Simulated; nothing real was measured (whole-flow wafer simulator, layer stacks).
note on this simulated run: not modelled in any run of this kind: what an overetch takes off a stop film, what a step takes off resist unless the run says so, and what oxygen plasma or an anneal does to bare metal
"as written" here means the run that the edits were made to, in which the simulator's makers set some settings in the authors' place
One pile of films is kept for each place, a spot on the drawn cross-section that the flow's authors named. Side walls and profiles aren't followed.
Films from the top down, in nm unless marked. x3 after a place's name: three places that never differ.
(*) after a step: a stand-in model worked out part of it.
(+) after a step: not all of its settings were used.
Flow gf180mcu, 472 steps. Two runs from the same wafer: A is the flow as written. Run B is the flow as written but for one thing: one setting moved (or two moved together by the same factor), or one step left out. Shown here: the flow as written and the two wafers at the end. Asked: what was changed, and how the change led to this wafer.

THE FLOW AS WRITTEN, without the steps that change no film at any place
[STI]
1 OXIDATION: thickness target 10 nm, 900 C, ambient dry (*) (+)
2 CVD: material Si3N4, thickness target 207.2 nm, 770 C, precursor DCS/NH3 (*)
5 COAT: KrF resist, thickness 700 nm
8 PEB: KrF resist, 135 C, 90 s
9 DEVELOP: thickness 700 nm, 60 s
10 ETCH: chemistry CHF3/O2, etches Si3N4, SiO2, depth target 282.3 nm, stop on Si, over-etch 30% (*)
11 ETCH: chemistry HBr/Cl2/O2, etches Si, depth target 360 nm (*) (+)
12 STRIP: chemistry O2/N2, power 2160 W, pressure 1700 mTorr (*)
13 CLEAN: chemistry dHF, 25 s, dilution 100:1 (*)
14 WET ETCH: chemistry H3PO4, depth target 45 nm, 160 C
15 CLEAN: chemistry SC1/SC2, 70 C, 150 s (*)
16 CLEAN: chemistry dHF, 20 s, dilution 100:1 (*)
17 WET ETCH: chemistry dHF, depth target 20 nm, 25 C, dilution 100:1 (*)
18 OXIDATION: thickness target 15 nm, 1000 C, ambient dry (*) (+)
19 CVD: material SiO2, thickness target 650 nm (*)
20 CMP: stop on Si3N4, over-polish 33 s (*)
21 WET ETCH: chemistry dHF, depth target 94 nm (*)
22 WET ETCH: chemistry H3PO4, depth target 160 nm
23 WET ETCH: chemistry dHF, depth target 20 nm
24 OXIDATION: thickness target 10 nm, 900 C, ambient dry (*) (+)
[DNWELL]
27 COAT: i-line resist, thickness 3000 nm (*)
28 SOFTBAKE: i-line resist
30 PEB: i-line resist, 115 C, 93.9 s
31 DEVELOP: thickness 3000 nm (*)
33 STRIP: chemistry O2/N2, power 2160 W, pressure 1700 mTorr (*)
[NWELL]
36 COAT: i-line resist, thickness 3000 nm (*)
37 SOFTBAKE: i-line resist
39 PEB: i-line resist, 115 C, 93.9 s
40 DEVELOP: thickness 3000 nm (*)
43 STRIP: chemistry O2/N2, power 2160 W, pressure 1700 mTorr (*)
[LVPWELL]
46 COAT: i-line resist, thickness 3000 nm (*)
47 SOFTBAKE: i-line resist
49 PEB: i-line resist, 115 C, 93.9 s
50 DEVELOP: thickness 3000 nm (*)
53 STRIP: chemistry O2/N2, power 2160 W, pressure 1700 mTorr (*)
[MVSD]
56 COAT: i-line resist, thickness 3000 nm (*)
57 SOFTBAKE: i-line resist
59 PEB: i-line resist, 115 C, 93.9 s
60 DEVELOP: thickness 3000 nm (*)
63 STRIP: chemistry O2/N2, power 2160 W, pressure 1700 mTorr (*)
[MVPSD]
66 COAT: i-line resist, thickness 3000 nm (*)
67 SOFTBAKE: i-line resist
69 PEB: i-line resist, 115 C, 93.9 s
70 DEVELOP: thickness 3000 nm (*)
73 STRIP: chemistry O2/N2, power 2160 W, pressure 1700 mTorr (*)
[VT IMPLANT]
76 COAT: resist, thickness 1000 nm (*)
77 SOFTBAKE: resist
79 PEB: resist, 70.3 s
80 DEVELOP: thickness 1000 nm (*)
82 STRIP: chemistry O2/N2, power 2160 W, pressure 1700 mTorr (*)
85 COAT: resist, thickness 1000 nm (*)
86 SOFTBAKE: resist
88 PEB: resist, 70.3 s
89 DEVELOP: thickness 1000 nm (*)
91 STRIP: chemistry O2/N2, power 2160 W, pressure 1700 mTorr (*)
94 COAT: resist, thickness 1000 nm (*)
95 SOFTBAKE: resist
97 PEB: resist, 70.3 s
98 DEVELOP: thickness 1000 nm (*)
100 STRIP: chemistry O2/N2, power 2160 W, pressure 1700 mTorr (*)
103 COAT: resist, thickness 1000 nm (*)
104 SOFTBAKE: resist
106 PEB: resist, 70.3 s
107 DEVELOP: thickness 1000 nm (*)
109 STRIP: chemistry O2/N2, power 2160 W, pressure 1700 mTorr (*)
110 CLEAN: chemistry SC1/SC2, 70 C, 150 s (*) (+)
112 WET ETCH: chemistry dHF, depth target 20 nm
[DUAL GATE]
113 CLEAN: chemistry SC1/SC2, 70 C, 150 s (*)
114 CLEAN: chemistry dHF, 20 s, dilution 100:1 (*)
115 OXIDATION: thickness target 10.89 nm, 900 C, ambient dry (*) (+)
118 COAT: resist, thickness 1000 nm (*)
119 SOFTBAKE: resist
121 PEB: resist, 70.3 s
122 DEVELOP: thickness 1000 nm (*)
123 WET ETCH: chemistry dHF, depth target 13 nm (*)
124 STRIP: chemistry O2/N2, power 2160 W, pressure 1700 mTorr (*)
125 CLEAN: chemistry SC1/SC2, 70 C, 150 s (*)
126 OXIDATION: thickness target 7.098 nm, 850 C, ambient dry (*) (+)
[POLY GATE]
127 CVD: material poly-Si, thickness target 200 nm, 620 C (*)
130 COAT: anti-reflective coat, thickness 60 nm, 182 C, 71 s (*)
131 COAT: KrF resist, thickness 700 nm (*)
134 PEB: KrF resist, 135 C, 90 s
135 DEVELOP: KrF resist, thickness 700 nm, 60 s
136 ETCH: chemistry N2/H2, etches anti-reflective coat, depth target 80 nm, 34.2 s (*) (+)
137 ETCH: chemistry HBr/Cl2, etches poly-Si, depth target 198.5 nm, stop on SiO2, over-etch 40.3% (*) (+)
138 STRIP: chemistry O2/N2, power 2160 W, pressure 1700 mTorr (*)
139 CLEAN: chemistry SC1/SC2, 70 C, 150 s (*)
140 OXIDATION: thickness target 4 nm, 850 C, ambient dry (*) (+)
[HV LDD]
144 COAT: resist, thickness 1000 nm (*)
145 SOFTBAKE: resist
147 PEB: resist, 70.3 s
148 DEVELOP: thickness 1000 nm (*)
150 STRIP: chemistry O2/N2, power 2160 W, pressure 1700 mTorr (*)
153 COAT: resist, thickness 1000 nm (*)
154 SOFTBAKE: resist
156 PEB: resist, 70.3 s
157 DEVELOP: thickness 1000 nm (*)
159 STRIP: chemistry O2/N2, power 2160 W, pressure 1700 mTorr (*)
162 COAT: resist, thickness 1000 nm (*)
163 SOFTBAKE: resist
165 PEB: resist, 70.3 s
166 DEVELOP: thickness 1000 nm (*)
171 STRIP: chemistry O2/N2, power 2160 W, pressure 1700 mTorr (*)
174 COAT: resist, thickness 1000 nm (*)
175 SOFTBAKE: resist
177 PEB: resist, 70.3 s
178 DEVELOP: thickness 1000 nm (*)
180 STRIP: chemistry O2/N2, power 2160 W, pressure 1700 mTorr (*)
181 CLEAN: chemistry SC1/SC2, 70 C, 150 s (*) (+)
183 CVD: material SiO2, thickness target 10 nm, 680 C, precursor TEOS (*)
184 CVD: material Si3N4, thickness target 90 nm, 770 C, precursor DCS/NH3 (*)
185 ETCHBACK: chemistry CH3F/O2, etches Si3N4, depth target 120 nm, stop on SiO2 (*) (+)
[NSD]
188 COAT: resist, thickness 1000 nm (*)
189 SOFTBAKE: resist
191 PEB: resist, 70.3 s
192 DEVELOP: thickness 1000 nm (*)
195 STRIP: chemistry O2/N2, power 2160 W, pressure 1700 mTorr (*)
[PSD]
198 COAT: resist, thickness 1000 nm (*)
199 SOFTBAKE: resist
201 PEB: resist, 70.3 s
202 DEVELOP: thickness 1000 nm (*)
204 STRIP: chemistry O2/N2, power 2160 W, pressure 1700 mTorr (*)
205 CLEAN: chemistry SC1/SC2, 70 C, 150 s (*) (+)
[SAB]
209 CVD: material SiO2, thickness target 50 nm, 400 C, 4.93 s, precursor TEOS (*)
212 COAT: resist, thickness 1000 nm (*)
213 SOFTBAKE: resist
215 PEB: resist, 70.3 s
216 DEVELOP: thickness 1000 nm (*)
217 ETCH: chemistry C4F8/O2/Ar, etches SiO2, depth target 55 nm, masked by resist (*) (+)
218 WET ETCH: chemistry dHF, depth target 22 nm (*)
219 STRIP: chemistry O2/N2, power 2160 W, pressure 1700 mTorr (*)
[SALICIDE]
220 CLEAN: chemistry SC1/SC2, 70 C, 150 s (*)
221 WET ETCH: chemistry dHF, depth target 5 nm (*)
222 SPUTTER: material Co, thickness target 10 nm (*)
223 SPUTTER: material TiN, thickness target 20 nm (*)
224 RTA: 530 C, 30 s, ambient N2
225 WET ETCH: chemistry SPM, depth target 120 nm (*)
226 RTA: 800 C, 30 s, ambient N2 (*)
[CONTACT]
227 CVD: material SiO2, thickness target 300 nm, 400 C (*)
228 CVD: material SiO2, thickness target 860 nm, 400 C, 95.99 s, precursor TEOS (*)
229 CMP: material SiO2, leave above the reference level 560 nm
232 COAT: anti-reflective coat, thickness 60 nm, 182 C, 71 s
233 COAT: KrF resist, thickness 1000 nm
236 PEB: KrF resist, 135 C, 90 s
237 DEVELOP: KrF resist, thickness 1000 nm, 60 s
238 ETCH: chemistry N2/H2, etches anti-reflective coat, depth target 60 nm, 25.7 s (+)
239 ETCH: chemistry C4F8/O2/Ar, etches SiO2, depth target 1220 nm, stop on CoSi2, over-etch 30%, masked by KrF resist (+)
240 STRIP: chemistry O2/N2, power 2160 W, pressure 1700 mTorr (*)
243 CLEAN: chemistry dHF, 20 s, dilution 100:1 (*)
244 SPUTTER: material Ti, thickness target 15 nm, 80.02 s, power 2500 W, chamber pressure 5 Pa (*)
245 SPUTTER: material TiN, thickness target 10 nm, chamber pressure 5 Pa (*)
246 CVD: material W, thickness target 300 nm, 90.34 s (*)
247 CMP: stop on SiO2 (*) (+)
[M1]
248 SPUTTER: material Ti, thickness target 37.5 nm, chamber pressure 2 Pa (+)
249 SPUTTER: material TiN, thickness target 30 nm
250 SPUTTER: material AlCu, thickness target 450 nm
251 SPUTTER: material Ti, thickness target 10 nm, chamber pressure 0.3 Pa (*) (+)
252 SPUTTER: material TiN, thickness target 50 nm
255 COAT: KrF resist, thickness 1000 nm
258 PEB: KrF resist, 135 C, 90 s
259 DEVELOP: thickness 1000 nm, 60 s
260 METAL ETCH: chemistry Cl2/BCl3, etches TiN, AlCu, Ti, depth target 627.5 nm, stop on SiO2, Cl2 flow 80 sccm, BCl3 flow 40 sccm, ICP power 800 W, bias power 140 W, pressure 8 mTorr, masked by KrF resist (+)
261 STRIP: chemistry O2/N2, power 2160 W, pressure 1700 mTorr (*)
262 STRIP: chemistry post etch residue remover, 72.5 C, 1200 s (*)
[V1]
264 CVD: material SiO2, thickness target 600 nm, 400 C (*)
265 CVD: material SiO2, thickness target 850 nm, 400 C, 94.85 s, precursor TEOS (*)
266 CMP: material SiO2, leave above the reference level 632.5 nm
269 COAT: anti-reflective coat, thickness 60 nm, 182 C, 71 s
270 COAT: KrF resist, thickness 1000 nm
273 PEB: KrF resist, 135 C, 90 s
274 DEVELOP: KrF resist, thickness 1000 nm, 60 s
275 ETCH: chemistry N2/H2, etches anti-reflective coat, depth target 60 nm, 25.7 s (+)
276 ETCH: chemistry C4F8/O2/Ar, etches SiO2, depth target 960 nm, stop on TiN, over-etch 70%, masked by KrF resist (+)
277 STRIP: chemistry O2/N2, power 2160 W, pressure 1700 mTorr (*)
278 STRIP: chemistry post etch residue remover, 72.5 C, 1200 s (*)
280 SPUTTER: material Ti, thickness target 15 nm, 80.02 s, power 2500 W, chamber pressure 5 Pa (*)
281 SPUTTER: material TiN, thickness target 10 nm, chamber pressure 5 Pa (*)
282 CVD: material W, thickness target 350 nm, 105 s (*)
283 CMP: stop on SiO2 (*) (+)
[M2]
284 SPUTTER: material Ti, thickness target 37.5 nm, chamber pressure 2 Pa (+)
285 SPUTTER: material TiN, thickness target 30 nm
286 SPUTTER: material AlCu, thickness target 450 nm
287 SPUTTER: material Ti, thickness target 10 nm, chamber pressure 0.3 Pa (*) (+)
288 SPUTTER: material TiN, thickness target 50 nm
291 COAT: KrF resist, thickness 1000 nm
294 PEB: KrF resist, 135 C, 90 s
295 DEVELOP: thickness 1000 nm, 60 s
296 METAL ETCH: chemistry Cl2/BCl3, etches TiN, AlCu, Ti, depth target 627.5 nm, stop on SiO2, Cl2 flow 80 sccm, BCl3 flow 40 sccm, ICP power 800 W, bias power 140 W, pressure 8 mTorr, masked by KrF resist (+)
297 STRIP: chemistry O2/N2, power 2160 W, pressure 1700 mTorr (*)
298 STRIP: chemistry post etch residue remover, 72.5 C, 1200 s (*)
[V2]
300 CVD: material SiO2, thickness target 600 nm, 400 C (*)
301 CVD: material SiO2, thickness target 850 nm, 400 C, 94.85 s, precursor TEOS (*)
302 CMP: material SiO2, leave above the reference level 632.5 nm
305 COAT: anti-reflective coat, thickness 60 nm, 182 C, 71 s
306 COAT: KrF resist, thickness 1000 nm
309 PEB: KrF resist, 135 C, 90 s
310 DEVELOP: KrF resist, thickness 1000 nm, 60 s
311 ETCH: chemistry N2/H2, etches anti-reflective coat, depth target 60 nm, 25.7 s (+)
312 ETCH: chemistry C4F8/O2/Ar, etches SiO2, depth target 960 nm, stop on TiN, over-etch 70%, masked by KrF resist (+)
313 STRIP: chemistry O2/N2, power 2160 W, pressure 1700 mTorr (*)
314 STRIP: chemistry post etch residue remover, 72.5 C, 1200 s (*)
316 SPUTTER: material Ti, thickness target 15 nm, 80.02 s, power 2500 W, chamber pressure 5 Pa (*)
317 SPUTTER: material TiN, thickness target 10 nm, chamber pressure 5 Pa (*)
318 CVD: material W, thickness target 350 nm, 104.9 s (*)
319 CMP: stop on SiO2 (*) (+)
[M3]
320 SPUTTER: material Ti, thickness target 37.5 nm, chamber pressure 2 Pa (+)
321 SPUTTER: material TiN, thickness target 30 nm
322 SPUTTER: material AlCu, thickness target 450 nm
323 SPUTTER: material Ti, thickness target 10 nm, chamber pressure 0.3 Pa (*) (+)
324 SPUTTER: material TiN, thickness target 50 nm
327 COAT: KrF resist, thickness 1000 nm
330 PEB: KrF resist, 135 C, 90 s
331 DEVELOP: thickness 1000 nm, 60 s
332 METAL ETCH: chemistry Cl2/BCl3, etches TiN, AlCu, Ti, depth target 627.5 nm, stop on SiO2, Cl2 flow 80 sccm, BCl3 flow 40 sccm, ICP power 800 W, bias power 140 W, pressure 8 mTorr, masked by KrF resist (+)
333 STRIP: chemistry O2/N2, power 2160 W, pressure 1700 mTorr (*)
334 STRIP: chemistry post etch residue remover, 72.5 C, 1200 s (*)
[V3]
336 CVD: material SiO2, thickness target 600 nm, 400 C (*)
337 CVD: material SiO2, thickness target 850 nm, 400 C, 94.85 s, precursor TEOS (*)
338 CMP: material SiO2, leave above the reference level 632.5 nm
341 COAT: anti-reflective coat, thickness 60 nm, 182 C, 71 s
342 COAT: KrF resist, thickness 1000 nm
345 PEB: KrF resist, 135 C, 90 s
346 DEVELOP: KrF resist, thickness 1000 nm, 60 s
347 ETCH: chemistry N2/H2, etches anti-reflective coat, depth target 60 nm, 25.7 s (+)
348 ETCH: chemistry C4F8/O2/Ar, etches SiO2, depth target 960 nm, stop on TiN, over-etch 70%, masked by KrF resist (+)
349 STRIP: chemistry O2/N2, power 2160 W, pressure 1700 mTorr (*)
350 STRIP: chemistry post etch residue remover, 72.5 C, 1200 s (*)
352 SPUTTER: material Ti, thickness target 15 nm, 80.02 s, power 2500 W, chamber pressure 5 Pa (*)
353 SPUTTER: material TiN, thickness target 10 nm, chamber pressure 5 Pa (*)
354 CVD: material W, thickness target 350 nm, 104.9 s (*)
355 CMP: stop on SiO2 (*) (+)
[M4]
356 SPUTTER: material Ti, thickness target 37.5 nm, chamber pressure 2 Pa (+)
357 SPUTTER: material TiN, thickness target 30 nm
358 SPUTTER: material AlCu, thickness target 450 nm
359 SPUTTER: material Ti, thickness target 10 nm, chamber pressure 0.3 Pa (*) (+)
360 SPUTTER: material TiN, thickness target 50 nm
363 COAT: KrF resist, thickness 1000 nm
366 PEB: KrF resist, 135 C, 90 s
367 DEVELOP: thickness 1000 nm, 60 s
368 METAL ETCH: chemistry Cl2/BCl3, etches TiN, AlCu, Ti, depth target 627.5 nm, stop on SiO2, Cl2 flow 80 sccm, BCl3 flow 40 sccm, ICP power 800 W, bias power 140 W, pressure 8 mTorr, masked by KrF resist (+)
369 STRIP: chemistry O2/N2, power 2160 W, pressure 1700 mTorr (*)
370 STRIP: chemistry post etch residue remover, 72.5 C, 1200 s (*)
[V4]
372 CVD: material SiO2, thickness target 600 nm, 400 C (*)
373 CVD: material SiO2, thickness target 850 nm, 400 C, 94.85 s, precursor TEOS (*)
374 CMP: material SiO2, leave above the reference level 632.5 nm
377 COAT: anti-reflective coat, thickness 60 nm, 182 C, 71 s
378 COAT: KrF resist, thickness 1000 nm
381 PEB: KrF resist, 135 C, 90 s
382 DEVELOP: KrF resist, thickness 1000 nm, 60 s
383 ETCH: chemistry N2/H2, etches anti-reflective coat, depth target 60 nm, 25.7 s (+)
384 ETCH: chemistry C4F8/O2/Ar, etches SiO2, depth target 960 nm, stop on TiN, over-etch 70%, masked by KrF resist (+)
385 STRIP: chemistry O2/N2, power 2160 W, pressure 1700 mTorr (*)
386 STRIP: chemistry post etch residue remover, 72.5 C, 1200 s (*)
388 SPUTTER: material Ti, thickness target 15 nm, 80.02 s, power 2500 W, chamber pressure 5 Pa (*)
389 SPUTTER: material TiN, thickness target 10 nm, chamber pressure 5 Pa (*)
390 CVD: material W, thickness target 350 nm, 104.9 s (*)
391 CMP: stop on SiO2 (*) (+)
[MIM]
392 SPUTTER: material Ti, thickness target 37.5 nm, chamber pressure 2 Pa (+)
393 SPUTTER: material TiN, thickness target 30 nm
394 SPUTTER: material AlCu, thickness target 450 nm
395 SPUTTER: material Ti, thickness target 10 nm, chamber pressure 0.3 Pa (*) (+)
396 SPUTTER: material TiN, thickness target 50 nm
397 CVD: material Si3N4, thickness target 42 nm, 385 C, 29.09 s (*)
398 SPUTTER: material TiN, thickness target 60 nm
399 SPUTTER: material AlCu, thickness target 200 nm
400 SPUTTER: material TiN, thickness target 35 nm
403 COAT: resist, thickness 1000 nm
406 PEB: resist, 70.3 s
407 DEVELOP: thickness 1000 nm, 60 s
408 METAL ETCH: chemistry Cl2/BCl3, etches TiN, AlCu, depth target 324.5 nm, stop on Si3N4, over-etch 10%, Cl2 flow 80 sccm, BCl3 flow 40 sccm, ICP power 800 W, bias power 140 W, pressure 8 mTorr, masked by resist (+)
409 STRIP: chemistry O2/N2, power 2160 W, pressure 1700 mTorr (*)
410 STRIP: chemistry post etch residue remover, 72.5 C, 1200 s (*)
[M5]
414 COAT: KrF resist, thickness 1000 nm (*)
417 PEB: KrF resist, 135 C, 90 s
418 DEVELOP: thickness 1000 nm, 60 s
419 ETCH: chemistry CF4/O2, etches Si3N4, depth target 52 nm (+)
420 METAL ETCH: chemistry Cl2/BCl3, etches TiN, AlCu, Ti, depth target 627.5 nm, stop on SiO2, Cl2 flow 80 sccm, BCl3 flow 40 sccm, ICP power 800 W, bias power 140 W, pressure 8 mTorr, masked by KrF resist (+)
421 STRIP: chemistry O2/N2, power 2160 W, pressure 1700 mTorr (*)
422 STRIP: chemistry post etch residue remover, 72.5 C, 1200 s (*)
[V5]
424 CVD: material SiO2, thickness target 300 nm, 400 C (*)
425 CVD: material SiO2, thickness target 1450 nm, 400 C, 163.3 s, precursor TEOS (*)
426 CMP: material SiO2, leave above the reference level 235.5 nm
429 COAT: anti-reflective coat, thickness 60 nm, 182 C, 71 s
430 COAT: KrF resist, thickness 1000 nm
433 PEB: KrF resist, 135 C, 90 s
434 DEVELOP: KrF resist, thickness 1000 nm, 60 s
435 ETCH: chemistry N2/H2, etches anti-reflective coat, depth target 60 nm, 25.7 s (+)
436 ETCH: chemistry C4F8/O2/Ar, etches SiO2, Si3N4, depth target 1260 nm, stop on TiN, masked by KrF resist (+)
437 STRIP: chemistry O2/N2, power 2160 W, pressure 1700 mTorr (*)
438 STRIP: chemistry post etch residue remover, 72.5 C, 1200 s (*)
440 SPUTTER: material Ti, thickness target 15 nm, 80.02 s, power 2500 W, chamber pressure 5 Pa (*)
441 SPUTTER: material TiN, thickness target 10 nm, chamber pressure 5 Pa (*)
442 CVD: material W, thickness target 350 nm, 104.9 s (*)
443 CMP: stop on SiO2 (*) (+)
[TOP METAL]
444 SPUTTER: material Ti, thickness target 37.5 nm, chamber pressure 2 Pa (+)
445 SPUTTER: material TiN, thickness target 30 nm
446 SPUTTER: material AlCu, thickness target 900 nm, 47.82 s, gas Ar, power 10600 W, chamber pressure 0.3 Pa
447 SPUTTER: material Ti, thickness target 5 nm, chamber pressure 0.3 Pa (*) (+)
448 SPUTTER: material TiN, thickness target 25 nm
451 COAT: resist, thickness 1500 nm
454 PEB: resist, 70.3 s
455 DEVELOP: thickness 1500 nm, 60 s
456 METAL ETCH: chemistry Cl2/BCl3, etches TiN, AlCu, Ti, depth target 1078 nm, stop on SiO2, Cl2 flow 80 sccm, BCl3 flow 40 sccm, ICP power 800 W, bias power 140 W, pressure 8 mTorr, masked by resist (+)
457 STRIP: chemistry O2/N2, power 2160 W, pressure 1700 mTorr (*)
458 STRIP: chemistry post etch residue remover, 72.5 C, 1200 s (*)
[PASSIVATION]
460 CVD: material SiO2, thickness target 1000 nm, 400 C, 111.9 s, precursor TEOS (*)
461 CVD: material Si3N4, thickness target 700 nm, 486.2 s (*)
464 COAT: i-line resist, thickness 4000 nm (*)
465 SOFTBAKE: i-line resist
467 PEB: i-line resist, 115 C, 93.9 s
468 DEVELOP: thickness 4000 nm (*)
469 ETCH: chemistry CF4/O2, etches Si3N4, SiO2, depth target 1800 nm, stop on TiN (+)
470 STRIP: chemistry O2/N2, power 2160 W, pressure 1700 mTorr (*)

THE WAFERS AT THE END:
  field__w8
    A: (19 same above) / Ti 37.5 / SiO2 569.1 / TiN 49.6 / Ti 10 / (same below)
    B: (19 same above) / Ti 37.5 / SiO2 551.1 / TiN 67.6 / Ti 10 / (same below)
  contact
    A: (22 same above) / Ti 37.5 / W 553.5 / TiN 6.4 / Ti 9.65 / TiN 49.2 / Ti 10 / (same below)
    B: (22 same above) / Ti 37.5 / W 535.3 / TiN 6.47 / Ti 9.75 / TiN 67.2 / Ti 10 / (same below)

The cause: step 324, SPUTTER: thickness target 68 nm was run, where the flow has thickness target 50 nm.

How the change led to this, step by step:
  324 SPUTTER: material TiN, thickness target 50 nm
      field, field__w1, field__w2 and 108 more: A TiN +50 (new film) | B TiN +68 (new film)
  332 METAL ETCH: chemistry Cl2/BCl3, etches TiN, AlCu, Ti, depth target 627.5 nm, stop on SiO2, Cl2 flow 80 sccm, BCl3 flow 40 sccm, ICP power 800 W, bias power 140 W, pressure 8 mTorr, masked by KrF resist (+)
      field, field__w1, field__w2 and 103 more: A TiN -50 (all of it), Ti -10 (all of it), AlCu -450 (all of it), TiN -30 (all of it), Ti -37.5 (all of it) | B TiN -68 (all of it), Ti -10 (all of it), AlCu -450 (all of it), TiN -30 (all of it), Ti -37.5 (all of it)
  338 CMP: material SiO2, leave above the reference level 632.5 nm
      field__w8, contact, m1, m1__w1, m1_nw: A SiO2 -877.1 | B SiO2 -895.1
  348 ETCH: chemistry C4F8/O2/Ar, etches SiO2, depth target 960 nm, stop on TiN, over-etch 70%, masked by KrF resist (+)
      contact: A SiO2 -572.5 (all of it) | B SiO2 -554.5 (all of it)
